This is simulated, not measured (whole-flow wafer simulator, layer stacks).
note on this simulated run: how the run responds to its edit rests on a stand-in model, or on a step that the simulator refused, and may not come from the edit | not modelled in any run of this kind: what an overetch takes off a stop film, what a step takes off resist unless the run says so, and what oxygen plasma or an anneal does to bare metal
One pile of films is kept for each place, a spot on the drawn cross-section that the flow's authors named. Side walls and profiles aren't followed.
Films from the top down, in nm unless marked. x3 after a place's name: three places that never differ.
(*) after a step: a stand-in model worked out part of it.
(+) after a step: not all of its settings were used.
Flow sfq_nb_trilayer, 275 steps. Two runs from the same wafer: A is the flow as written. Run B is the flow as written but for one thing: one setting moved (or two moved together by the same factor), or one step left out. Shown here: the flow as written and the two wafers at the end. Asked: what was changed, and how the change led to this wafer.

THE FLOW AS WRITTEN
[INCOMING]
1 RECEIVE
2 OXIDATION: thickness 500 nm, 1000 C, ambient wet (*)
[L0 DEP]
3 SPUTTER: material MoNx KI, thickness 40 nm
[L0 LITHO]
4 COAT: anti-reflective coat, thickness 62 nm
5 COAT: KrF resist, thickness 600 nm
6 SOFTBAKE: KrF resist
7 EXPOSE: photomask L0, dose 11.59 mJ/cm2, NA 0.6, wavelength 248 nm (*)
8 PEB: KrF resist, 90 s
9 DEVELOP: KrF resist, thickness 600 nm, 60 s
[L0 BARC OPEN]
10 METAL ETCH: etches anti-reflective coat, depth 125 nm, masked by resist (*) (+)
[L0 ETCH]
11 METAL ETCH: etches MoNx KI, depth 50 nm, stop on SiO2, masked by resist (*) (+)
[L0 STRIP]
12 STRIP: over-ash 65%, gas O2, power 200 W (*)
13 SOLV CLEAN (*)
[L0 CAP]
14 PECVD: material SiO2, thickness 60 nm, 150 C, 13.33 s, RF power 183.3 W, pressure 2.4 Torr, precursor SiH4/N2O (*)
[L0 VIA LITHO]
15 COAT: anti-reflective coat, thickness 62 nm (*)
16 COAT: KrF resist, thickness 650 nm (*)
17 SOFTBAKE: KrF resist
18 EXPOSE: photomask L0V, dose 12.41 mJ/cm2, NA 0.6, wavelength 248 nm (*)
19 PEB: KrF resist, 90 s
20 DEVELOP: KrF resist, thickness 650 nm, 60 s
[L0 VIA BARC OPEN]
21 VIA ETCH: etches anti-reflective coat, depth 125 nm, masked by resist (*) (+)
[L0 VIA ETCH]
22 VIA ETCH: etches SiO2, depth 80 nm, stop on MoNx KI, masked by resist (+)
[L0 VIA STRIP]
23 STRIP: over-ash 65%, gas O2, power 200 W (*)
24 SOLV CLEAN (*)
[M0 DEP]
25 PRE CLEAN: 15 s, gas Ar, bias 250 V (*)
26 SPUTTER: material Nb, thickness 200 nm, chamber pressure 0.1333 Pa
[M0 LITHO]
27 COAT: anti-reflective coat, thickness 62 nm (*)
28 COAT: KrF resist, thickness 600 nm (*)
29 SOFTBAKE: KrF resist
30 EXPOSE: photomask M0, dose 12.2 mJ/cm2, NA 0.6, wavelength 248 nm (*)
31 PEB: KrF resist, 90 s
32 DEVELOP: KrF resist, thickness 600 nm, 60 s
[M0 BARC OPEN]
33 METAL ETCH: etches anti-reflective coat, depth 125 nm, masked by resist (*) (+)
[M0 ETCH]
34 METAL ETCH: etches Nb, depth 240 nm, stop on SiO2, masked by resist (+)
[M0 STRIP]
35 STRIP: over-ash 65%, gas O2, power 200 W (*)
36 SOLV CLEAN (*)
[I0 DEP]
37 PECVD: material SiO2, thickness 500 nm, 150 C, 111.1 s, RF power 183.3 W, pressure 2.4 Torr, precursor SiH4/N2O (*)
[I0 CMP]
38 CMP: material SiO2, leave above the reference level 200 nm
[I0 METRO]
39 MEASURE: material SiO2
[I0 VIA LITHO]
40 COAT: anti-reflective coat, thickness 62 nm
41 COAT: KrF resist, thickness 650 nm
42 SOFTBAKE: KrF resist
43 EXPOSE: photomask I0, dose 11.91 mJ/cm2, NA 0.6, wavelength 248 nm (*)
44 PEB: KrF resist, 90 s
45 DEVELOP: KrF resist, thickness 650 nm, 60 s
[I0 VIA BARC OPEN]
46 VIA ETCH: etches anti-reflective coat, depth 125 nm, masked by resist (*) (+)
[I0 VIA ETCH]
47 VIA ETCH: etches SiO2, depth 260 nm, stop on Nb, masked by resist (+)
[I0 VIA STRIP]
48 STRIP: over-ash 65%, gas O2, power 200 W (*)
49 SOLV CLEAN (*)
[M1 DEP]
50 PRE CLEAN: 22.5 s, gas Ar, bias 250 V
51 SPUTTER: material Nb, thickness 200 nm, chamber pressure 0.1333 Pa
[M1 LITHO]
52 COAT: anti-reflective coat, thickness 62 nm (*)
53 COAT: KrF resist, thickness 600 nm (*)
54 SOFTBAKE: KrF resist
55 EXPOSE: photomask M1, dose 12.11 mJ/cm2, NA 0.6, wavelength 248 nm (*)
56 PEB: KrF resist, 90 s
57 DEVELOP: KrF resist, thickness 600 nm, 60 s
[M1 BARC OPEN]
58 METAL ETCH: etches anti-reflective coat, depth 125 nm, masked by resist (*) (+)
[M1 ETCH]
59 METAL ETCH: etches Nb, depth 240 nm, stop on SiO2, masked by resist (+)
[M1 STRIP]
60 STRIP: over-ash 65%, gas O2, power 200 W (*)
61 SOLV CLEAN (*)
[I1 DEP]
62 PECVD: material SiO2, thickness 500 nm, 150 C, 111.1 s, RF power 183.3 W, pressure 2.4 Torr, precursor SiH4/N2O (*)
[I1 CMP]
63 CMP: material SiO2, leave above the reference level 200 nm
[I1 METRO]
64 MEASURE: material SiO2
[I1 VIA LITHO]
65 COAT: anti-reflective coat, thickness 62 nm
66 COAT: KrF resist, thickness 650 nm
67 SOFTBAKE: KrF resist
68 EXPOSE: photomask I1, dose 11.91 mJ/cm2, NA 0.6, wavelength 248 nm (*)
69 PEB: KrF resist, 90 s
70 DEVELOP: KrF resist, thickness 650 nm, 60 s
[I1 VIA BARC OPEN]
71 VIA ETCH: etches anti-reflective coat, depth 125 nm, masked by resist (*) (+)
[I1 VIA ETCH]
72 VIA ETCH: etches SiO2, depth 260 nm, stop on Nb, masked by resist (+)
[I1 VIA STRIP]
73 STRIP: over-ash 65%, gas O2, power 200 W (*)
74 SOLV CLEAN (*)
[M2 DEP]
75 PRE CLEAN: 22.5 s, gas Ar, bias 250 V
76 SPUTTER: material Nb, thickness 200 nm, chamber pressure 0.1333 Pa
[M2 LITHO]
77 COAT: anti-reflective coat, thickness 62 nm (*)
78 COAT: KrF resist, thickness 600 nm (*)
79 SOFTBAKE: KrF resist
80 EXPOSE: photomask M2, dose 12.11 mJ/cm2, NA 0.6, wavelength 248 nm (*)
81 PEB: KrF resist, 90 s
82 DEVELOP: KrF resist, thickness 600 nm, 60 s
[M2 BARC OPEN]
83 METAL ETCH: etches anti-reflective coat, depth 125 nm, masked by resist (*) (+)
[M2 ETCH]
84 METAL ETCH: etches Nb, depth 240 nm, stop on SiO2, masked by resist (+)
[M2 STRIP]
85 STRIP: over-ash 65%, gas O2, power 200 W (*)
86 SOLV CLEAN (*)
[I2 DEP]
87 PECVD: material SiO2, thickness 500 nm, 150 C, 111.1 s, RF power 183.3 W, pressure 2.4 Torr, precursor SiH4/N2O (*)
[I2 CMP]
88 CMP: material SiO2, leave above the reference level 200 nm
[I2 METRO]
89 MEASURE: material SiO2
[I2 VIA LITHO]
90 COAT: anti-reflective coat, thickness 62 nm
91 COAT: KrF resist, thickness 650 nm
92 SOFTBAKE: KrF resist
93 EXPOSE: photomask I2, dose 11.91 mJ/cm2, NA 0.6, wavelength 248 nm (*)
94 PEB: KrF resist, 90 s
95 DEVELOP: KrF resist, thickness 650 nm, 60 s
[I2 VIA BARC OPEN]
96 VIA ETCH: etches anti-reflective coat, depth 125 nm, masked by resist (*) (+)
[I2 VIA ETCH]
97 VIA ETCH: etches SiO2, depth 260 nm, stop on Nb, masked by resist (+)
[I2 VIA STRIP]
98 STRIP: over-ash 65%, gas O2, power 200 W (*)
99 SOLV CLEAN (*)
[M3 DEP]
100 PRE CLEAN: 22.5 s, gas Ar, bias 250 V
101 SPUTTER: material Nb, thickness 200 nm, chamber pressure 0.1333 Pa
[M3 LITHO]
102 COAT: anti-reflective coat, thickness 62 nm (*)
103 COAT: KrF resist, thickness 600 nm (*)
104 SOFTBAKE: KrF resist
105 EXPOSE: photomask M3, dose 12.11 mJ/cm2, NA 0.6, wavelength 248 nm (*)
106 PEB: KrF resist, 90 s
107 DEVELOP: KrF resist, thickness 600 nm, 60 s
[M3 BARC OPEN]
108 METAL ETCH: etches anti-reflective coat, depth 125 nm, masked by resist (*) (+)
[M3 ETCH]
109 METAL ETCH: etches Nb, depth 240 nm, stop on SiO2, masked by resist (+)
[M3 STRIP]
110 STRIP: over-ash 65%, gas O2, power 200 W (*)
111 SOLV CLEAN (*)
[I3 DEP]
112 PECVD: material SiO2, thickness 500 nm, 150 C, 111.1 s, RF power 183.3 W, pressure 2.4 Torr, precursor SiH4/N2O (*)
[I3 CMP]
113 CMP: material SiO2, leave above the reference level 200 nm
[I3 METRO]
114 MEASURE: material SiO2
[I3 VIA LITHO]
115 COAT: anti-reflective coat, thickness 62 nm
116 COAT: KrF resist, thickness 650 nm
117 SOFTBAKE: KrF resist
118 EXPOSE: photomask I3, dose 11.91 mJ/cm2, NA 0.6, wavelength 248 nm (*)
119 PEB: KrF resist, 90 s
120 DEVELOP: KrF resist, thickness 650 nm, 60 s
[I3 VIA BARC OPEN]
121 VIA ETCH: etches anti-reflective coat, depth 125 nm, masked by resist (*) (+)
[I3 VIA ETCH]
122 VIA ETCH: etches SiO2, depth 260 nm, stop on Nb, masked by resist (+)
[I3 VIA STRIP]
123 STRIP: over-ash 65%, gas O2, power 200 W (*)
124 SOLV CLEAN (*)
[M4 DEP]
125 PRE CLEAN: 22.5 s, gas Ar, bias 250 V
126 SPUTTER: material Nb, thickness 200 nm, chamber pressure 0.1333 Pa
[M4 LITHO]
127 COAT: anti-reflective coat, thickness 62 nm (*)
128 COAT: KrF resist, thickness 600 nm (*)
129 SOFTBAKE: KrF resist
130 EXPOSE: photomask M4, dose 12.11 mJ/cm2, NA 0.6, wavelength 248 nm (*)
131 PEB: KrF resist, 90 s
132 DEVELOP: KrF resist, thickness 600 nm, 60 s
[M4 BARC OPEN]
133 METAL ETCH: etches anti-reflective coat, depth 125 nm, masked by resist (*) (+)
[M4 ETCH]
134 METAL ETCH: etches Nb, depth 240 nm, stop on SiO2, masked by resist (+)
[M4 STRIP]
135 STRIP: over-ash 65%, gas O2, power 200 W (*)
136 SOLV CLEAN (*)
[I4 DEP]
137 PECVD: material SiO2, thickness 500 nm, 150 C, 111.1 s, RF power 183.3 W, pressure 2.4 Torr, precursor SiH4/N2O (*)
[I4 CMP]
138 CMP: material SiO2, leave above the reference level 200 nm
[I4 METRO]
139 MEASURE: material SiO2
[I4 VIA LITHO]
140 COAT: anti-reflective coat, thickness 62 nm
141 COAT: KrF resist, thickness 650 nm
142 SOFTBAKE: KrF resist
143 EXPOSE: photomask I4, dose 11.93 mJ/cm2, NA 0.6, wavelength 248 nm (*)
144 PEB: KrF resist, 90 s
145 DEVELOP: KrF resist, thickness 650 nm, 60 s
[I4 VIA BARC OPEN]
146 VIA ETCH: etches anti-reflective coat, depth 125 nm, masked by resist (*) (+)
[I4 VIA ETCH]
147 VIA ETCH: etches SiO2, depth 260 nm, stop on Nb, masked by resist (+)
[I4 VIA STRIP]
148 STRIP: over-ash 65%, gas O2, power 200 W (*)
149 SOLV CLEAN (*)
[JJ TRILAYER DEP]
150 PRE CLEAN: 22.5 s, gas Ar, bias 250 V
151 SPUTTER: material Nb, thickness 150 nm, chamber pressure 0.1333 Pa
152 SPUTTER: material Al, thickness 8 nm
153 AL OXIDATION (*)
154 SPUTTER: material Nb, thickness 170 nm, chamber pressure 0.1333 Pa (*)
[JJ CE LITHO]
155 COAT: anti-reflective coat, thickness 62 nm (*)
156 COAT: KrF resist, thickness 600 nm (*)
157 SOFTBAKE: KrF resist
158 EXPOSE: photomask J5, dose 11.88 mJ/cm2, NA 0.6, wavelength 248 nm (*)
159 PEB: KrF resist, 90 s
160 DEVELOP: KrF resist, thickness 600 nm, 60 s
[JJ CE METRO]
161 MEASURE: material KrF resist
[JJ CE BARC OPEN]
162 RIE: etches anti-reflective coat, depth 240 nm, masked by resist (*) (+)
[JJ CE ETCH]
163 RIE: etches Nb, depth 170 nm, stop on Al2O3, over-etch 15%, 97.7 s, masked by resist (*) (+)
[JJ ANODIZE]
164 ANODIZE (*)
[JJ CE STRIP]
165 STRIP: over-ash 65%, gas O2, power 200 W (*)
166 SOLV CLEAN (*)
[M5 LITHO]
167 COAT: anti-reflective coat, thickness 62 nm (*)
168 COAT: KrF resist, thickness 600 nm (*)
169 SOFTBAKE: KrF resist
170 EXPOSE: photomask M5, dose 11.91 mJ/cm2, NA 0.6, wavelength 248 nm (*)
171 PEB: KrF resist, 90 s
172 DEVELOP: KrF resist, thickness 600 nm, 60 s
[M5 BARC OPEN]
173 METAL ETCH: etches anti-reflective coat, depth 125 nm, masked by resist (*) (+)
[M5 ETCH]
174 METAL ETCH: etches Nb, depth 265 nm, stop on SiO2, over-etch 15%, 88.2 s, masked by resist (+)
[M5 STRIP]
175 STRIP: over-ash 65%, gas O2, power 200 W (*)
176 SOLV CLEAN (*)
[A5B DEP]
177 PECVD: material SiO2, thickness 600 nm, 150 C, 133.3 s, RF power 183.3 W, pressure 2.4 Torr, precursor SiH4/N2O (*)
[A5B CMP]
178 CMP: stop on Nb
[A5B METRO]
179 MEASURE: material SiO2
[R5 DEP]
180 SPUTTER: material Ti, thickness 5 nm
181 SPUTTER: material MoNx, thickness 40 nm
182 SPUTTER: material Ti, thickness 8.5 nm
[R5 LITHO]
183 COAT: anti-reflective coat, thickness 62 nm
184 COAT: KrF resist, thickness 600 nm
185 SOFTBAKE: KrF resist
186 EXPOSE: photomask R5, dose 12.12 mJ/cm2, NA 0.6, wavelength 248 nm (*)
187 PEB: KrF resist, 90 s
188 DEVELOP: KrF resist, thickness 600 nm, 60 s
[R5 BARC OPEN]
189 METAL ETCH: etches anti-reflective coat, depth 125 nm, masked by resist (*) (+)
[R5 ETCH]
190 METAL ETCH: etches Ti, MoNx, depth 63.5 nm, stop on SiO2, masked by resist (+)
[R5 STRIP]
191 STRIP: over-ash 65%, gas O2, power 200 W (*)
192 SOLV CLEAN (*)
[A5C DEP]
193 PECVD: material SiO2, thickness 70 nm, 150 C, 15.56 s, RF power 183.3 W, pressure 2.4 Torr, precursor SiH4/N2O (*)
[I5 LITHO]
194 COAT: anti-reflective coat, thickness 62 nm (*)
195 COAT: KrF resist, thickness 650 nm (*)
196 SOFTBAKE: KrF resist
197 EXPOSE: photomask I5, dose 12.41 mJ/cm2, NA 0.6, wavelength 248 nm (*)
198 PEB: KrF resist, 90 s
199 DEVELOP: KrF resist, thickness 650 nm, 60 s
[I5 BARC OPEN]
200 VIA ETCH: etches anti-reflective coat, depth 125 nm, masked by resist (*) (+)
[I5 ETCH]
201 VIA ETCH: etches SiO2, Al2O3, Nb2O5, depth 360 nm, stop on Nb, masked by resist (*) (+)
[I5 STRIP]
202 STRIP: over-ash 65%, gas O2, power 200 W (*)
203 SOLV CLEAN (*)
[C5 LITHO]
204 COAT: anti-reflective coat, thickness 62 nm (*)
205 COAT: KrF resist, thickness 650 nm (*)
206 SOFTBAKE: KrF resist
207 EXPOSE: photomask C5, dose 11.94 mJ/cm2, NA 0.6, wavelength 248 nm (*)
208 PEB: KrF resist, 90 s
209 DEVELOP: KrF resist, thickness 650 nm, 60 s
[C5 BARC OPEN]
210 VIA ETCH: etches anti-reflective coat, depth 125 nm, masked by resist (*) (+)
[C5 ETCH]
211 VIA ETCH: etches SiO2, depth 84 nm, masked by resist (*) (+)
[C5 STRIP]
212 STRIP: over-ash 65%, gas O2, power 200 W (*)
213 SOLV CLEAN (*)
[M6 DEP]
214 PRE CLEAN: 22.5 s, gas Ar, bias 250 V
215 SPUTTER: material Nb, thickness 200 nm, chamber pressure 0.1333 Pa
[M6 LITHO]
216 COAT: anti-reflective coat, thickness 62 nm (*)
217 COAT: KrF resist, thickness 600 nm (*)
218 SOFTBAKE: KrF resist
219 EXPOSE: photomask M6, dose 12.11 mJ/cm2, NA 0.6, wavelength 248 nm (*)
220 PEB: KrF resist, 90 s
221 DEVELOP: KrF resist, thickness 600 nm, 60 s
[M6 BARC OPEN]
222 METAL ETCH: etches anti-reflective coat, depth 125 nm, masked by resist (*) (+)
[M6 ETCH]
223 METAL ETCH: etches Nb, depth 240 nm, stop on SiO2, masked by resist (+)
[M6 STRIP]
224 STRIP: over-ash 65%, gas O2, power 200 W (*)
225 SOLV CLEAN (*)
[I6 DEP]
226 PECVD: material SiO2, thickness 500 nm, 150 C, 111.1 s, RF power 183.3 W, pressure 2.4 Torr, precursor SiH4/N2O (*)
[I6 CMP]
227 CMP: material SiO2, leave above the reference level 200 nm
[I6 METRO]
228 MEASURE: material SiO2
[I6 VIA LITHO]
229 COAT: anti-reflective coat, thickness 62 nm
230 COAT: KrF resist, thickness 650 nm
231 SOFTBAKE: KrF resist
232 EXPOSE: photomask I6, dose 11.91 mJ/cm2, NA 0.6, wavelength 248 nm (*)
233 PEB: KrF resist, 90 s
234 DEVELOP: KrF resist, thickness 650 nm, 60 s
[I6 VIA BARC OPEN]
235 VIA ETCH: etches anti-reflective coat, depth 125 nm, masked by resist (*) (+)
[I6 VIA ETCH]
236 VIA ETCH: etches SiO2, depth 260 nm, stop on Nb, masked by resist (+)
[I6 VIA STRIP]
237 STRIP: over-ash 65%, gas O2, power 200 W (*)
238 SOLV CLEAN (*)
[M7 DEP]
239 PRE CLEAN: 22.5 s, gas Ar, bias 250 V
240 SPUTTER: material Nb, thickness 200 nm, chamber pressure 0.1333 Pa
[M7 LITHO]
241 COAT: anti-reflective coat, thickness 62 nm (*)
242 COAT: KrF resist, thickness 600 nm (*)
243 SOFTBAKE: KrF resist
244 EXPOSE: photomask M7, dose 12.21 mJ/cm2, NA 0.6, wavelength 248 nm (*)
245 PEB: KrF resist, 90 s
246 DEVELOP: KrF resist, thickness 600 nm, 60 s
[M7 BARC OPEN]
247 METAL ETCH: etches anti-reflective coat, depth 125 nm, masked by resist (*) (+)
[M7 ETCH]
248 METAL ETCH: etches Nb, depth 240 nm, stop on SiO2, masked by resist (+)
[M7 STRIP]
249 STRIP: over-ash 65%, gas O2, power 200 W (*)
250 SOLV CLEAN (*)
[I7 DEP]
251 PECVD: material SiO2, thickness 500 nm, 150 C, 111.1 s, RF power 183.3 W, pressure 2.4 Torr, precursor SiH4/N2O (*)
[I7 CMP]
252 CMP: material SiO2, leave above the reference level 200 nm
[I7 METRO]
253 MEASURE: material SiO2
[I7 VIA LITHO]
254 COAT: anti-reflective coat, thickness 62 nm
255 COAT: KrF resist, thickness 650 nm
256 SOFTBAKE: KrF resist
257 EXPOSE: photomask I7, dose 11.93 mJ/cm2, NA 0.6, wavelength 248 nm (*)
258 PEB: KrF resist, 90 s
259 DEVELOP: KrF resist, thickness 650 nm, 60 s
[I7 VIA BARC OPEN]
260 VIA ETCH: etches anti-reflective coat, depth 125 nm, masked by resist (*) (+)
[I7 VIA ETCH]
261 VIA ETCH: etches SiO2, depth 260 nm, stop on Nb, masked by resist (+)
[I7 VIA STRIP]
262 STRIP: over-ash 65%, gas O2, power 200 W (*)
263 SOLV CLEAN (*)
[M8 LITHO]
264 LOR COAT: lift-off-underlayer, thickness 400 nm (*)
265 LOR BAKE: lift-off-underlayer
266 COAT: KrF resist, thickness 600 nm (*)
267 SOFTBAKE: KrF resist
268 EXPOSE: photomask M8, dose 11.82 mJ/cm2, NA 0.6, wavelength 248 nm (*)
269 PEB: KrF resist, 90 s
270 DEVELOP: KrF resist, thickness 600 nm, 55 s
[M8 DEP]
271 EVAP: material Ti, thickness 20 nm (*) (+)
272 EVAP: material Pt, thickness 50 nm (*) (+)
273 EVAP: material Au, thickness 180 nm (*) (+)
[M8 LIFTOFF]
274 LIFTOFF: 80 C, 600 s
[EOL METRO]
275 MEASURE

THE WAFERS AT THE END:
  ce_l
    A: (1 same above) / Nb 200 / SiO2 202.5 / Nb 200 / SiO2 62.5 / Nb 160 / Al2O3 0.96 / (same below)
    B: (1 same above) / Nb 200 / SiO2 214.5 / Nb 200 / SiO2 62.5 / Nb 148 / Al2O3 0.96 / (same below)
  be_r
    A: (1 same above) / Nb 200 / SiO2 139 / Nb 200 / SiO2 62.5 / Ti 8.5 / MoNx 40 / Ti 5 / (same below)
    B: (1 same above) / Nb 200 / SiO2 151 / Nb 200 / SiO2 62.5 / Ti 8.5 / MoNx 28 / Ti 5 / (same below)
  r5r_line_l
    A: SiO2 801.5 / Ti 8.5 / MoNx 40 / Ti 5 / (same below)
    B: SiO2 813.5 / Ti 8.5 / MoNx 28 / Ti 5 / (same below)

The cause: step 181, SPUTTER: thickness 28 nm was run, where the flow has thickness 40 nm.
It can be read off the wafer: be_r has MoNx 28, and step 181 as written asks for 40 nm.

How the change led to this, step by step:
  181 SPUTTER: material MoNx, thickness 40 nm
      field_l, v_sur, via_wl and 103 more: A MoNx +40 (new film) | B MoNx +28 (new film)
  190 METAL ETCH: etches Ti, MoNx, depth 63.5 nm, stop on SiO2, masked by resist (+)
      field_l, v_sur, via_wl and 92 more: A Ti -8.5 (all of it), MoNx -40 (all of it), Ti -5 (all of it) | B Ti -8.5 (all of it), MoNx -28 (all of it), Ti -5 (all of it)
      ce_l, c5j, ce_r, wl_jj: A Ti -8.5 (all of it), MoNx -40 (all of it), Ti -5 (all of it), Nb -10 | B Ti -8.5 (all of it), MoNx -28 (all of it), Ti -5 (all of it), Nb -22
  194 COAT: anti-reflective coat, thickness 62 nm (*)
      wl_j_sl, wl_j_sr: A anti-reflective coat +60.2 (new film) | B anti-reflective coat +58.2 (new film)
      r5r_spacepad_l, r5r_spacepad_r: A anti-reflective coat +84.4 (new film) | B anti-reflective coat +79.2 (new film)
      (and at 12 more places)
  202 STRIP: over-ash 65%, gas O2, power 200 W (*)
      wl_j_sl, wl_j_sr: A KrF resist -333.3 (all of it), anti-reflective coat -60.2 (all of it) | B KrF resist -333.4 (all of it), anti-reflective coat -58.2 (all of it)
      r5r_spacepad_l, r5r_spacepad_r: A KrF resist -335.6 (all of it), anti-reflective coat -84.4 (all of it) | B KrF resist -335.2 (all of it), anti-reflective coat -79.2 (all of it)
      (and at 12 more places)
  204 COAT: anti-reflective coat, thickness 62 nm (*)
      wl_j_sl, wl_j_sr: A anti-reflective coat +60.2 (new film) | B anti-reflective coat +58.2 (new film)
      r5r_spacepad_l, r5r_spacepad_r: A anti-reflective coat +84.4 (new film) | B anti-reflective coat +79.2 (new film)
      (and at 12 more places)
  210 VIA ETCH: etches anti-reflective coat, depth 125 nm, masked by resist (*) (+)
      c5j: A anti-reflective coat -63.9 (all of it), SiO2 -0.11 | B anti-reflective coat -67.2 (all of it), SiO2 -0.1
  212 STRIP: over-ash 65%, gas O2, power 200 W (*)
      wl_j_sl, wl_j_sr: A KrF resist -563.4 (all of it), anti-reflective coat -60.2 (all of it) | B KrF resist -562.6 (all of it), anti-reflective coat -58.2 (all of it)
      r5r_spacepad_l, r5r_spacepad_r: A KrF resist -565.8 (all of it), anti-reflective coat -84.4 (all of it) | B KrF resist -564.4 (all of it), anti-reflective coat -79.2 (all of it)
      (and at 11 more places)
  216 COAT: anti-reflective coat, thickness 62 nm (*)
      r5r_line_l, r5r_line_c, r5r_line_r: A anti-reflective coat +50 (new film) | B anti-reflective coat +52 (new film)
      wl_j_sl, wl_j_sr: A anti-reflective coat +60.2 (new film) | B anti-reflective coat +58.3 (new film)
      (and at 11 more places)
  222 METAL ETCH: etches anti-reflective coat, depth 125 nm, masked by resist (*) (+)
      r5r_line_l, r5r_line_c, r5r_line_r: A anti-reflective coat -50 (all of it) | B anti-reflective coat -52 (all of it)
      r5r_spacepad_l, r5r_spacepad_r: A anti-reflective coat -85.7 (all of it) | B anti-reflective coat -79.9 (all of it)
      (and at 1 more place)
  224 STRIP: over-ash 65%, gas O2, power 200 W (*)
      wl_j_sl, wl_j_sr: A KrF resist -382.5 (all of it), anti-reflective coat -60.2 (all of it) | B KrF resist -382.4 (all of it), anti-reflective coat -58.3 (all of it)
      jj_sur: A KrF resist -378.5 (all of it), anti-reflective coat -56.1 (all of it) | B KrF resist -377.8 (all of it), anti-reflective coat -53.9 (all of it)
      (and at 7 more places)
  226 PECVD: material SiO2, thickness 500 nm, 150 C, 111.1 s, RF power 183.3 W, pressure 2.4 Torr, precursor SiH4/N2O (*)
      r5r_spacepad_l, r5r_spacepad_r: A SiO2 +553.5 | B SiO2 +539
  227 CMP: material SiO2, leave above the reference level 200 nm
      ce_l, ce_r, wl_jj: A SiO2 -290 | B SiO2 -278
      be_r, r_sur, r_end: A SiO2 -353.5 | B SiO2 -341.5
      (and at 7 more places)
